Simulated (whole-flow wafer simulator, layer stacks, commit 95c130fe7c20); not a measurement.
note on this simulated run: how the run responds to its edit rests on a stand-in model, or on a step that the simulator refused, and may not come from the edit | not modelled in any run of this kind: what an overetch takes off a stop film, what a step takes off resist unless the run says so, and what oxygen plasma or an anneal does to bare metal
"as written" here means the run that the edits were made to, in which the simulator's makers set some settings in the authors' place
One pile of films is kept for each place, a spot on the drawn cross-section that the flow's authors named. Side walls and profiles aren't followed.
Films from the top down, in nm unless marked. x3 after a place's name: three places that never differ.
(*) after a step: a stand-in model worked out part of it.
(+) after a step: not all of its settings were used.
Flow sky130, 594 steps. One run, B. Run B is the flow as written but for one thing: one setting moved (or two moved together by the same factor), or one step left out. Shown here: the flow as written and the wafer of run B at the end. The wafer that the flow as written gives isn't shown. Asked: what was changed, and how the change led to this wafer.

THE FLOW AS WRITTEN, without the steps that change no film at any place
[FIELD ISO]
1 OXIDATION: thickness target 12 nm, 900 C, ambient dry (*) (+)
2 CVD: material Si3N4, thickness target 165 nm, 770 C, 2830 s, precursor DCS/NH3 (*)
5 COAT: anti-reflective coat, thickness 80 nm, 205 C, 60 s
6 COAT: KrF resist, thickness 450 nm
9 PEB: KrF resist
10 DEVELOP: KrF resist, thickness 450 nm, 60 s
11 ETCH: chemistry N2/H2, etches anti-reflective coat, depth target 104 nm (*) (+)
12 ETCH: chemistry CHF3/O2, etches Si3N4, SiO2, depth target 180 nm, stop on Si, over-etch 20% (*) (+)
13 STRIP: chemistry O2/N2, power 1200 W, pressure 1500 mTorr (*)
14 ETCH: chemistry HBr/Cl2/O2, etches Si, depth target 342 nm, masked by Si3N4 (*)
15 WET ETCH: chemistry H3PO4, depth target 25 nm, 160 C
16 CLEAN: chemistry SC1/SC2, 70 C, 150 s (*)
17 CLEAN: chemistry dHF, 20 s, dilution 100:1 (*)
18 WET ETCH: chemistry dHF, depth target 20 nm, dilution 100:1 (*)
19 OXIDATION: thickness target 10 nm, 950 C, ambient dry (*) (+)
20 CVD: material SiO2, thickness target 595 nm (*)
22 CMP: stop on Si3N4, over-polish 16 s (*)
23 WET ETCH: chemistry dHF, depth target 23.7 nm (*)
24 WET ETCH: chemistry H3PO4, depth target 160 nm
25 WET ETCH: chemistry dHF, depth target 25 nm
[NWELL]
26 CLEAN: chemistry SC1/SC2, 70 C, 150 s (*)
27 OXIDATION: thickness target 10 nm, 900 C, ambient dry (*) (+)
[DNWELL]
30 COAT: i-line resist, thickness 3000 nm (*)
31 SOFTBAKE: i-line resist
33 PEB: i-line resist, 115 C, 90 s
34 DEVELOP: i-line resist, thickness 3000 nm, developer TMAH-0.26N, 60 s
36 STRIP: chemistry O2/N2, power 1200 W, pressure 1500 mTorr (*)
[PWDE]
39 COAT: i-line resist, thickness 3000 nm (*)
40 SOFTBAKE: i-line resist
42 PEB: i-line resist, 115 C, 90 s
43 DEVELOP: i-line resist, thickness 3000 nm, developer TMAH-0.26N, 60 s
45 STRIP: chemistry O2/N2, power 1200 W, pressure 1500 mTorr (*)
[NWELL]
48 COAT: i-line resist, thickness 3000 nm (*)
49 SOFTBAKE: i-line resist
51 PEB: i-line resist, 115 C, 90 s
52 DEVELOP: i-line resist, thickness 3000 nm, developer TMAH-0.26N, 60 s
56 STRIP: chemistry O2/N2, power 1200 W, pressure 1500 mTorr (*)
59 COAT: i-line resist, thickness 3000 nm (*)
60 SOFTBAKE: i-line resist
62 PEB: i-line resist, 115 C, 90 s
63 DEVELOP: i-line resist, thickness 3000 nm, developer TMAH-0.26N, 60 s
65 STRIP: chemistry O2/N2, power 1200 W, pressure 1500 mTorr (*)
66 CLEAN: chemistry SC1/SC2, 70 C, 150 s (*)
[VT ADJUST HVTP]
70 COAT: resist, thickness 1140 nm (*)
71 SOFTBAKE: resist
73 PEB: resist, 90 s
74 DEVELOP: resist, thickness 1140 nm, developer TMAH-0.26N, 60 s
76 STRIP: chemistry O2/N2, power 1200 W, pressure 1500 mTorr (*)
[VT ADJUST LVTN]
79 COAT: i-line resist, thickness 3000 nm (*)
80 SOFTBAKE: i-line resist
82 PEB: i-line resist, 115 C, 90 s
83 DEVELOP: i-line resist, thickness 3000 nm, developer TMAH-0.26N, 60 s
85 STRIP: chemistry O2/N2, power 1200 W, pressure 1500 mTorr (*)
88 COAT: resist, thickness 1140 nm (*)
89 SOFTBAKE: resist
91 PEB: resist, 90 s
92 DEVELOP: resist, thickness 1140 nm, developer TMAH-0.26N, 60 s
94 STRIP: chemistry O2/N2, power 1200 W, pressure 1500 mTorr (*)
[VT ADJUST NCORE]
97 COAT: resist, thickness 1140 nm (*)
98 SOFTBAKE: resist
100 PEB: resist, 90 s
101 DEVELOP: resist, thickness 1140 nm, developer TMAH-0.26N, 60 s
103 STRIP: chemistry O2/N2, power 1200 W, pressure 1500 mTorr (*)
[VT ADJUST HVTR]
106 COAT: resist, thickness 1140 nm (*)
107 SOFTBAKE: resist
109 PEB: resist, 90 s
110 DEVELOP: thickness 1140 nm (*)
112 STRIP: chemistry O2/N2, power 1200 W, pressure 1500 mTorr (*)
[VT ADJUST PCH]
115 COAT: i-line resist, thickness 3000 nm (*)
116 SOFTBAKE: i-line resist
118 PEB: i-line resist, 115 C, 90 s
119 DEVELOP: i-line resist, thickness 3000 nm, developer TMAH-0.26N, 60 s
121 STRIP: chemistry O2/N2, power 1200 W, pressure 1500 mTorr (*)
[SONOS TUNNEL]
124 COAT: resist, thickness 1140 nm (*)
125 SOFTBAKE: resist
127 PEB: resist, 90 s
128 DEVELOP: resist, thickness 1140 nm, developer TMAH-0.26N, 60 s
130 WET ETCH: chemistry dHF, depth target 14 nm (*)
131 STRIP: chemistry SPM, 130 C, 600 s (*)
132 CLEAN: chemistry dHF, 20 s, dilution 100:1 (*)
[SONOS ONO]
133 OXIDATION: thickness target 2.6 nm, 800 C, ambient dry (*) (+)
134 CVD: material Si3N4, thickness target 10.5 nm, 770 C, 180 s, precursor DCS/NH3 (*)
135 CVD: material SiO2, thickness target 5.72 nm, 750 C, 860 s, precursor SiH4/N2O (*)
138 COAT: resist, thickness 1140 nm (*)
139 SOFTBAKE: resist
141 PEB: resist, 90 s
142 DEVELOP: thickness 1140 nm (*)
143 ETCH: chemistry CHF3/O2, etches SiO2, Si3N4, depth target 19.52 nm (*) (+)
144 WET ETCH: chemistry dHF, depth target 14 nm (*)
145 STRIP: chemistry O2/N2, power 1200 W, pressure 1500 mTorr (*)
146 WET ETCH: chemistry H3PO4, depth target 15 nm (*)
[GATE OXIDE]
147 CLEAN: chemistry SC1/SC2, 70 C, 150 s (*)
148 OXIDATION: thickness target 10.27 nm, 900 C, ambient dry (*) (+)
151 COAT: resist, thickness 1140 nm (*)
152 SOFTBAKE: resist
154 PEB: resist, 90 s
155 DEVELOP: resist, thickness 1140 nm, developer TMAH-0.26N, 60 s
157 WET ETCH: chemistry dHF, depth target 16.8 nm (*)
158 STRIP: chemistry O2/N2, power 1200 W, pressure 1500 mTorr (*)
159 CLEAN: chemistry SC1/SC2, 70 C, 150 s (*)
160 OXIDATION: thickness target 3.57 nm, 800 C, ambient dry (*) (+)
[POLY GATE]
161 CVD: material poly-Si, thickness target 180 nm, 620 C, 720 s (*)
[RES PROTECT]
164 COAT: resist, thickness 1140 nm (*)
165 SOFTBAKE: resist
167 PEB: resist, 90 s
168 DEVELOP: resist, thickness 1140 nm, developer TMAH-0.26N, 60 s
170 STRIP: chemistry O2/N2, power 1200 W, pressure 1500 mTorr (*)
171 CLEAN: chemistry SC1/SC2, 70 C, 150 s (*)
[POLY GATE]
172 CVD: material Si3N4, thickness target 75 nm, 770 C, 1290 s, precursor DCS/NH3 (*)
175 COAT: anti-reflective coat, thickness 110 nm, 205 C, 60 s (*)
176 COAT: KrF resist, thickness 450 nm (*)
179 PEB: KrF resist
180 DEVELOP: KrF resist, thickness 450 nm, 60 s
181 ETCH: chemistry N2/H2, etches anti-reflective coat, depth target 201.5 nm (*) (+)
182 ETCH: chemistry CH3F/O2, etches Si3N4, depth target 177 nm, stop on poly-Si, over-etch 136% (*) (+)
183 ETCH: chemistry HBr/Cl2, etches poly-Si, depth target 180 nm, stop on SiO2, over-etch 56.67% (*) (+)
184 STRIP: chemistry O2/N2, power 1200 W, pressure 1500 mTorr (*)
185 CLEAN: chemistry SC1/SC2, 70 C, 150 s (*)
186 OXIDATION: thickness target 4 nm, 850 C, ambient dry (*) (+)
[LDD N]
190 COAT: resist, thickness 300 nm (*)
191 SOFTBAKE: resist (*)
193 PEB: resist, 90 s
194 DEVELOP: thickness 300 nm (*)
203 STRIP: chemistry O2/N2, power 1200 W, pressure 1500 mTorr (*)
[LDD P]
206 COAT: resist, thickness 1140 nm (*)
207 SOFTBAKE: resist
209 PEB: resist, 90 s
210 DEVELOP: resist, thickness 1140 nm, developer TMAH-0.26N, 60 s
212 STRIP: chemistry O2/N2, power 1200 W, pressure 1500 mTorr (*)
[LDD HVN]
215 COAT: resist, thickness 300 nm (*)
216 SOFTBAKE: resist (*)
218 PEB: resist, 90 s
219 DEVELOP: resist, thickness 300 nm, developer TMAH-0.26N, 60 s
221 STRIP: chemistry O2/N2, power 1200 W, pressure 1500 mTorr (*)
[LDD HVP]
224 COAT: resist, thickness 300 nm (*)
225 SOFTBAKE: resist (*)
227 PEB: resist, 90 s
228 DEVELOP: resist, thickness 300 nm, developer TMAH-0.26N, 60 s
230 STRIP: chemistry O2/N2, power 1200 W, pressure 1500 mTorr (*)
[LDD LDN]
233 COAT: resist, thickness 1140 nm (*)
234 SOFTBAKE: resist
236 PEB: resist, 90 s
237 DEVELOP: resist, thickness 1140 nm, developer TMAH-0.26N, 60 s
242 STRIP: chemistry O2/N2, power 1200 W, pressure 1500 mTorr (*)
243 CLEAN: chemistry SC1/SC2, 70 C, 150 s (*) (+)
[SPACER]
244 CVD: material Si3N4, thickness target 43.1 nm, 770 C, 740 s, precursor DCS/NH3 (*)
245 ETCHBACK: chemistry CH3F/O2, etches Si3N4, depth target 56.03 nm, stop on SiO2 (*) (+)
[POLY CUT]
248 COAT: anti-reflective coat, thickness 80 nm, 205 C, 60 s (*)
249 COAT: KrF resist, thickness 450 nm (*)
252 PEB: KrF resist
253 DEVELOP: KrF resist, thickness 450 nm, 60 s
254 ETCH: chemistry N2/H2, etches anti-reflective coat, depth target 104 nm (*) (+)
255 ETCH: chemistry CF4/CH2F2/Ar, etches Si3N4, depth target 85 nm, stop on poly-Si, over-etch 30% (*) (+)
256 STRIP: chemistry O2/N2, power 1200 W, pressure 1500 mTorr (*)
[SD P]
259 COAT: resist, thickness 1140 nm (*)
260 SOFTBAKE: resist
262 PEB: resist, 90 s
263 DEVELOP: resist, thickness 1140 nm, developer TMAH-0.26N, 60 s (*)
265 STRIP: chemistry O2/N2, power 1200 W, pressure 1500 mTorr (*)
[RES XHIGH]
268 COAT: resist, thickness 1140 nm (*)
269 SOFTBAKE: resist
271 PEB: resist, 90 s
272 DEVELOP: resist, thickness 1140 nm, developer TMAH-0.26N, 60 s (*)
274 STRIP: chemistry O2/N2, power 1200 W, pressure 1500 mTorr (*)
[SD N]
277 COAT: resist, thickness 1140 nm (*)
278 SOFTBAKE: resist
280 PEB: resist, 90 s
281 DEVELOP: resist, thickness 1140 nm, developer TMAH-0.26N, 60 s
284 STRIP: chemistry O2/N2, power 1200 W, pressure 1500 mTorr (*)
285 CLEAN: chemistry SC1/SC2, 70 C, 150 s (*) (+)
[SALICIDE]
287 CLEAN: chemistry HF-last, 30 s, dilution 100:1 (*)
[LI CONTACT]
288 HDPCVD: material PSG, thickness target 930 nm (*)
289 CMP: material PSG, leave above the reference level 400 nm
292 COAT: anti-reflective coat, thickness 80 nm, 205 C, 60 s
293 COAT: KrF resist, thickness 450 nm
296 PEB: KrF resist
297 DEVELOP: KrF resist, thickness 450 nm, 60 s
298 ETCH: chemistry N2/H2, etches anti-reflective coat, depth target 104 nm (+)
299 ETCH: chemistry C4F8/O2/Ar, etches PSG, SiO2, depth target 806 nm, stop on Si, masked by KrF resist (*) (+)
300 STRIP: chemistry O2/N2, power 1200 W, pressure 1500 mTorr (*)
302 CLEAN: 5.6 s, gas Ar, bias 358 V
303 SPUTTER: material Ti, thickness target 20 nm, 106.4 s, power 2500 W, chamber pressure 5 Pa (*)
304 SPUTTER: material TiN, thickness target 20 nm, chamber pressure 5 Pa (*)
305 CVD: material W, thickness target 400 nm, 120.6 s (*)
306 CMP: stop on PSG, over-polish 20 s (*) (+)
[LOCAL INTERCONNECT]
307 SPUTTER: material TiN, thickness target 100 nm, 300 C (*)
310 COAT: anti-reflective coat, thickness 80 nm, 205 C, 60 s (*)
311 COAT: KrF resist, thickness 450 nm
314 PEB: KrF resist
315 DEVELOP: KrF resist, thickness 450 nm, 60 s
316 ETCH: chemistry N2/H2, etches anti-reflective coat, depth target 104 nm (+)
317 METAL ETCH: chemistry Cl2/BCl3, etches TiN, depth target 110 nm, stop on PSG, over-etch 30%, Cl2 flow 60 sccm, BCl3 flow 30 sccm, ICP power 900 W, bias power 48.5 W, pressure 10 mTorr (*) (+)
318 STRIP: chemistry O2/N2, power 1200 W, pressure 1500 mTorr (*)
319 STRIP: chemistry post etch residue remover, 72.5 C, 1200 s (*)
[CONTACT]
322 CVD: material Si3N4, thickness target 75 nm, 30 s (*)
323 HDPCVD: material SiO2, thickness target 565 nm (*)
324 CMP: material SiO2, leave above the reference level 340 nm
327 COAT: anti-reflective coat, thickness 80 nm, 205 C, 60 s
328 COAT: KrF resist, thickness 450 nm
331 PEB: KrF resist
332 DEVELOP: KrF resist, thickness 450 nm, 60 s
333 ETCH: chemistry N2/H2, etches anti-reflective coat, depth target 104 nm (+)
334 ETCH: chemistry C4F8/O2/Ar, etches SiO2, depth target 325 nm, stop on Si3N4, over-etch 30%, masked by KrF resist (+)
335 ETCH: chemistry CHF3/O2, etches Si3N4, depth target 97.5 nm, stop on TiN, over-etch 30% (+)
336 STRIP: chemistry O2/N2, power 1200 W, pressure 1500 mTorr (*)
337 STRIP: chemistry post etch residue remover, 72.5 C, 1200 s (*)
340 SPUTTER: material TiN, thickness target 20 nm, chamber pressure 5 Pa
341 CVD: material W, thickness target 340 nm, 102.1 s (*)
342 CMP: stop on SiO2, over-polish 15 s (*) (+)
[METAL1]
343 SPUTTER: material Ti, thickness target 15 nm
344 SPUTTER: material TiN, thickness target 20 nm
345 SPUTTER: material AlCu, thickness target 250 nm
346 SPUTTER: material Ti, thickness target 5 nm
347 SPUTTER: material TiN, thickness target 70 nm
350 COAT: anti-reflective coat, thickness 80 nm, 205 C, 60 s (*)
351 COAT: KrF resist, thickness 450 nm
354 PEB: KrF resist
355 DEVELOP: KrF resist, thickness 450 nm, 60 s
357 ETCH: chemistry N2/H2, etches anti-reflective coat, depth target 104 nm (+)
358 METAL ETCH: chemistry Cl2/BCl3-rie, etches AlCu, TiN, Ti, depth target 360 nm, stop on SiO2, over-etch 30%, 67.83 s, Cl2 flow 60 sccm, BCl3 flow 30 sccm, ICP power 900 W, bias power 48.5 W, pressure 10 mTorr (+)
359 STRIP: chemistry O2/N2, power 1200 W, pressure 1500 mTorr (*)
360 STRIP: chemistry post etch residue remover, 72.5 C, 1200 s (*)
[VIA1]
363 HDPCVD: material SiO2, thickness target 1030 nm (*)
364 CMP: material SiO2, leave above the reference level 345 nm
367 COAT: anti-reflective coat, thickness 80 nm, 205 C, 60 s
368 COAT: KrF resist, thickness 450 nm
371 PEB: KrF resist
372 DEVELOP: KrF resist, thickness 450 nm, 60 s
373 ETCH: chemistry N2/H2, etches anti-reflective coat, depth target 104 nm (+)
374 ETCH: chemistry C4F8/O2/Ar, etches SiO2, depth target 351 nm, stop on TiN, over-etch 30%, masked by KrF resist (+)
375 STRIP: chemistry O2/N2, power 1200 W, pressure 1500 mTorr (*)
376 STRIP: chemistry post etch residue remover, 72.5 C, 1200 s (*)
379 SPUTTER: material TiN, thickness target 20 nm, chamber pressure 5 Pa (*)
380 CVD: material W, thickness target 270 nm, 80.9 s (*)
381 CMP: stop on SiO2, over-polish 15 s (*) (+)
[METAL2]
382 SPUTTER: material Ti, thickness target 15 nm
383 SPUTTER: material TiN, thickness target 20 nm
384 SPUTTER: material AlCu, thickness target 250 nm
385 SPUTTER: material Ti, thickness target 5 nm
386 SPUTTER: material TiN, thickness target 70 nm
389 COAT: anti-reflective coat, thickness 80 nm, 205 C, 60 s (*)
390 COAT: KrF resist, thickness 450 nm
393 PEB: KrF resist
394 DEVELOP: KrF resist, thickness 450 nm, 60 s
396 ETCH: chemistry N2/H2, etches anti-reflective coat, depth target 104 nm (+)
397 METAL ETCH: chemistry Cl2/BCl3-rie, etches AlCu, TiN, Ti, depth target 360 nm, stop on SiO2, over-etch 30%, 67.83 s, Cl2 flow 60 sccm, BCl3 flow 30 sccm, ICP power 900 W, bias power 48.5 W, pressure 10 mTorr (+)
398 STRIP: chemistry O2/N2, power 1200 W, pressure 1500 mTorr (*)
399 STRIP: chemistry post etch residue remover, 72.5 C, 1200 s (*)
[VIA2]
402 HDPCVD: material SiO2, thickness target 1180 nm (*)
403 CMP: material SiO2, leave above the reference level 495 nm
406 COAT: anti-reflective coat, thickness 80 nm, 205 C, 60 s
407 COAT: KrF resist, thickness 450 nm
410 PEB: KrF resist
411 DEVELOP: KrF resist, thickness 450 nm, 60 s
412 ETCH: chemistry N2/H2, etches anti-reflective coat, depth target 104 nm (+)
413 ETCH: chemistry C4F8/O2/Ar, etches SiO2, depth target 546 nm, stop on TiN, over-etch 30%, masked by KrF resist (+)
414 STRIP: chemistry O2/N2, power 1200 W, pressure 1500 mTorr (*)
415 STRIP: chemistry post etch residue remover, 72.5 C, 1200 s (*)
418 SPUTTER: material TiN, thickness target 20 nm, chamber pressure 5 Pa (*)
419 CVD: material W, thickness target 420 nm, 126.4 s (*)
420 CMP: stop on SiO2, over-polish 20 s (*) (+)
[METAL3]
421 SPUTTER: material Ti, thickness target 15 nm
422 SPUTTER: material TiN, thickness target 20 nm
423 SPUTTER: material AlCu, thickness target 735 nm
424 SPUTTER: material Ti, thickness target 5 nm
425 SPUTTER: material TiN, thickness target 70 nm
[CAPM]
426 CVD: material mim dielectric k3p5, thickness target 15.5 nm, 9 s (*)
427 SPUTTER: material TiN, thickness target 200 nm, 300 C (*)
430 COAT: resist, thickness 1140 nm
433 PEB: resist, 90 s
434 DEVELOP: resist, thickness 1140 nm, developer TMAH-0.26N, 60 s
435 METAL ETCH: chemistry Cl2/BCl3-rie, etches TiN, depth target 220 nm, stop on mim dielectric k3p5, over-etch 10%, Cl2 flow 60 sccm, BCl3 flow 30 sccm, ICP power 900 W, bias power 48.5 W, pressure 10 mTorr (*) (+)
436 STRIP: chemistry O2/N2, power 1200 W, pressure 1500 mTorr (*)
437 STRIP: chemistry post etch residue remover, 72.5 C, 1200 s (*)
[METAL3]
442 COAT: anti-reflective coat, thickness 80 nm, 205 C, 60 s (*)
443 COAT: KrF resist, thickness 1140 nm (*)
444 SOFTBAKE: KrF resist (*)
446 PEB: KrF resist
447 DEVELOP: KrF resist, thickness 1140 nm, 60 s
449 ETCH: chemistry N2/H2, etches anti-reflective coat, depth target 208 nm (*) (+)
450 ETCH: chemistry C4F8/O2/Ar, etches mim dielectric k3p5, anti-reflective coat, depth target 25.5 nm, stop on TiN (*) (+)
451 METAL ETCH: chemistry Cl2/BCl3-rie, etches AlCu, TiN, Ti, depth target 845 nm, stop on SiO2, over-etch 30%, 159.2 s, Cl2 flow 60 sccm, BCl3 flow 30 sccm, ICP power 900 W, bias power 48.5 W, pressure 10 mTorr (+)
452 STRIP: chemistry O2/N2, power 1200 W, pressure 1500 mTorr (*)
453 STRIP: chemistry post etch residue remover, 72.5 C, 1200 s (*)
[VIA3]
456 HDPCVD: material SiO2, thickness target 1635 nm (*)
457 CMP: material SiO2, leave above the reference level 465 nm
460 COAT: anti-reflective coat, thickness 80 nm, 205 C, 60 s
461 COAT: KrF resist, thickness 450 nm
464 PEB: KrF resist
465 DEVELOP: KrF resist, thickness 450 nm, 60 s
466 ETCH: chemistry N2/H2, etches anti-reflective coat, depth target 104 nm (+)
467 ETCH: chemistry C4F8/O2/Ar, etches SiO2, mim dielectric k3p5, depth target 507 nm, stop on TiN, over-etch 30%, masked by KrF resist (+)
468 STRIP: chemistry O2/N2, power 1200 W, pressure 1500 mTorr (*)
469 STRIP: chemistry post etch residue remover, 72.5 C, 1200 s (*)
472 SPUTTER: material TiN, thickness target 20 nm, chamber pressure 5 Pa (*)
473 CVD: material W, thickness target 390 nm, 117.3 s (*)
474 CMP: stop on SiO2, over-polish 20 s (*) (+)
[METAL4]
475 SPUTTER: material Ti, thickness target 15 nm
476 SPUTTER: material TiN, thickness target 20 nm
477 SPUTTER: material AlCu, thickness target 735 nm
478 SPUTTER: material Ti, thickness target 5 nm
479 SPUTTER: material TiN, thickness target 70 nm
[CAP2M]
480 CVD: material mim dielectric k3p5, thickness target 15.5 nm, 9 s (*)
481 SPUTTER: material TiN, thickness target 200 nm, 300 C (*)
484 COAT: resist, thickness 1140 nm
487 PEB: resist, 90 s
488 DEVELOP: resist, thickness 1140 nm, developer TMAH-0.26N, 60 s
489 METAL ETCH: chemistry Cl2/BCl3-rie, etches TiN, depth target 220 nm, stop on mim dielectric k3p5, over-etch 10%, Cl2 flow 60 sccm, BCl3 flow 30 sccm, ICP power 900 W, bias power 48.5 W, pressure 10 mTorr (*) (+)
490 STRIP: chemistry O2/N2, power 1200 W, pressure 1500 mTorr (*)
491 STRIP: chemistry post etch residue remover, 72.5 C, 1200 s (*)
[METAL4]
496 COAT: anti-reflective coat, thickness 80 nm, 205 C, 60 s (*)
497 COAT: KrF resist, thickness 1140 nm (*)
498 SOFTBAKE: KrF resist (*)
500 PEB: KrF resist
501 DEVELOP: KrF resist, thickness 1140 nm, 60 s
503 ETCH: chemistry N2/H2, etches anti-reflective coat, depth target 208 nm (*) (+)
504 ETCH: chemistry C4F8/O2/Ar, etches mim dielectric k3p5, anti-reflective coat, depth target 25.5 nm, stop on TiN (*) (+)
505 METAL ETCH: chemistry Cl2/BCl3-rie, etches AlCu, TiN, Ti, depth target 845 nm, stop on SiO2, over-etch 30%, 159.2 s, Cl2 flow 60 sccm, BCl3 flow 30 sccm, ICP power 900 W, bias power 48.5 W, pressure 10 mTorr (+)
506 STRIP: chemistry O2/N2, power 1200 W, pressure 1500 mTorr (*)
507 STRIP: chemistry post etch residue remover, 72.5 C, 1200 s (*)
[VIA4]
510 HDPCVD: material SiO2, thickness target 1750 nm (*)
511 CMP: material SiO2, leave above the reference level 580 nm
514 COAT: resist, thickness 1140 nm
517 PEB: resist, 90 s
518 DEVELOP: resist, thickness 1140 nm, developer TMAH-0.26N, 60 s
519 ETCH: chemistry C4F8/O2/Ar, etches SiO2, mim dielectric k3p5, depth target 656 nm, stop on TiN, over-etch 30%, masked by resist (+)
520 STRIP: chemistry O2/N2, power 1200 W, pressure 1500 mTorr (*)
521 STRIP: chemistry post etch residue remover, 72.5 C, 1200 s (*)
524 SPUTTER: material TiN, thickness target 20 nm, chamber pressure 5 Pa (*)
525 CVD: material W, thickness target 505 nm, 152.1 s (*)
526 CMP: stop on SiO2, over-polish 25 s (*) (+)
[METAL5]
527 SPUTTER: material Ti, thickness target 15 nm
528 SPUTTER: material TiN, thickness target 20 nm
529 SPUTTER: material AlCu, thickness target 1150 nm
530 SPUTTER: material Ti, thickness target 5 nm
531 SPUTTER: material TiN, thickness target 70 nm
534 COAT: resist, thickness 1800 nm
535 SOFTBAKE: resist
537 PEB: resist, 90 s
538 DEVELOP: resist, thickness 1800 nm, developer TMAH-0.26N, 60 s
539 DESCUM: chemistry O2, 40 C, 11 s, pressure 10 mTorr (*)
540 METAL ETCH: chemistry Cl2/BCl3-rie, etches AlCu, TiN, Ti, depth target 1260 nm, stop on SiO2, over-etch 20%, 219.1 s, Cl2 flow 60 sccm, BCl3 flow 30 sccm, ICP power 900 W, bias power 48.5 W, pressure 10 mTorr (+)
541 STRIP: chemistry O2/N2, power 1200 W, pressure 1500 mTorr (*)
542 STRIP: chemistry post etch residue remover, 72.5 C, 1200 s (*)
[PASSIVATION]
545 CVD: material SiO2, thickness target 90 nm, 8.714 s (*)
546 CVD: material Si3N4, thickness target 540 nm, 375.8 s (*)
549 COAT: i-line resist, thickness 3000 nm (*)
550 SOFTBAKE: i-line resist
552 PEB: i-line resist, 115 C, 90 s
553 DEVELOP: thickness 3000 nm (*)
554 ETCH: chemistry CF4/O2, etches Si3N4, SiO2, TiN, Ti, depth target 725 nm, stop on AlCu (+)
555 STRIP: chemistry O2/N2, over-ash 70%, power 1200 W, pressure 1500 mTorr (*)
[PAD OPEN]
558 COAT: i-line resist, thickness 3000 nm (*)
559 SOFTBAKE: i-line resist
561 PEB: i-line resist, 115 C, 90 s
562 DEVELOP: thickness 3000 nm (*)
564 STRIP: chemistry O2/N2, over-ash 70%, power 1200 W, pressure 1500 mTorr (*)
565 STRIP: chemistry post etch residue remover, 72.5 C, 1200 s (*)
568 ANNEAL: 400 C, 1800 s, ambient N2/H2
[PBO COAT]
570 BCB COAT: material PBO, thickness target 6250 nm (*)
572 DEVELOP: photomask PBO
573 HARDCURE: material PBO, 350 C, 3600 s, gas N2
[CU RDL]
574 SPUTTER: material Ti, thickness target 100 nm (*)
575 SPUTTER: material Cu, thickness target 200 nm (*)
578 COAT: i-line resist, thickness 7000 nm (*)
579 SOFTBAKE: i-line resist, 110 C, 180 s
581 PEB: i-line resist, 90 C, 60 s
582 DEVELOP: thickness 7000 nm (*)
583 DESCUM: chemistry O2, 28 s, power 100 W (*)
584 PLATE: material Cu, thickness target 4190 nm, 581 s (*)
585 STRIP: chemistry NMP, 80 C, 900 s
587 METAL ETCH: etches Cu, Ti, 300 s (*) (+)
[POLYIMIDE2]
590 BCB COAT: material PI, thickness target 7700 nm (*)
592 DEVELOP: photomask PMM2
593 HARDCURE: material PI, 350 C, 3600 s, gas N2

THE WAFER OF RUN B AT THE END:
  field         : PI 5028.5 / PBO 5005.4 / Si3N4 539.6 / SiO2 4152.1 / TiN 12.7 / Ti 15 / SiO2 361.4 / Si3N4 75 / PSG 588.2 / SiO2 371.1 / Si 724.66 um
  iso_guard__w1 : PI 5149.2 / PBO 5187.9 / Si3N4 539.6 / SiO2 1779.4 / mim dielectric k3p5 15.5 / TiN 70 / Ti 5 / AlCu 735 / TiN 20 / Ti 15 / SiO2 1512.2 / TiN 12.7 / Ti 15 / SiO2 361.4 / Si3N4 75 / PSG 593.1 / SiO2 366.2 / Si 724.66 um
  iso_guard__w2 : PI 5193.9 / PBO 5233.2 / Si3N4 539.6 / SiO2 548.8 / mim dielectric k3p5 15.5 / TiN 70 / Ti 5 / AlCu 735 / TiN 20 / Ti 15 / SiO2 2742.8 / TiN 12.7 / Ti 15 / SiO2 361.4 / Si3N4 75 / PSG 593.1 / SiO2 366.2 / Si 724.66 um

The cause: step 345, SPUTTER: thickness target 387.5 nm was run, where the flow has thickness target 250 nm.

How the change led to this, step by step:
  345 SPUTTER: material AlCu, thickness target 250 nm
      field, active, n_well and 188 more: AlCu +387.5 (new film) (as written it would be: AlCu +250 (new film))
  358 METAL ETCH: chemistry Cl2/BCl3-rie, etches AlCu, TiN, Ti, depth target 360 nm, stop on SiO2, over-etch 30%, 67.83 s, Cl2 flow 60 sccm, BCl3 flow 30 sccm, ICP power 900 W, bias power 48.5 W, pressure 10 mTorr (+)
      field, active, gate and 79 more: TiN -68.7 (all of it), Ti -5 (all of it), AlCu -387.5 (all of it), TiN -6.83 (as written it would be: TiN -68.7 (all of it), Ti -5 (all of it), AlCu -250 (all of it), TiN -20 (all of it), Ti -15 (all of it), SiO2 -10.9)
      rpo_hd, iso_guard_nsd_tip: TiN -68.7 (all of it), Ti -5 (all of it), AlCu -387.5 (all of it), TiN -6.84 (as written it would be: TiN -68.7 (all of it), Ti -5 (all of it), AlCu -250 (all of it), TiN -20 (all of it), Ti -15 (all of it), SiO2 -10.9)
  363 HDPCVD: material SiO2, thickness target 1030 nm (*)
      field, active, gate and 81 more: SiO2 +1030 (new film) (as written it would be: SiO2 +1030)
  364 CMP: material SiO2, leave above the reference level 345 nm
      field, active, gate and 81 more: SiO2 -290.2 (as written it would be: SiO2 -389.1)
Counting metal films that touch as one body, field has 1 body; the flow as written gives 0 bodies.
Counting metal films that touch as one body, iso_guard__w1 has 2 bodies (between them, from the top down: SiO2 1512.2); the flow as written gives 1 body.
Counting metal films that touch as one body, iso_guard__w2 has 2 bodies (between them, from the top down: SiO2 2742.8); the flow as written gives 1 body.
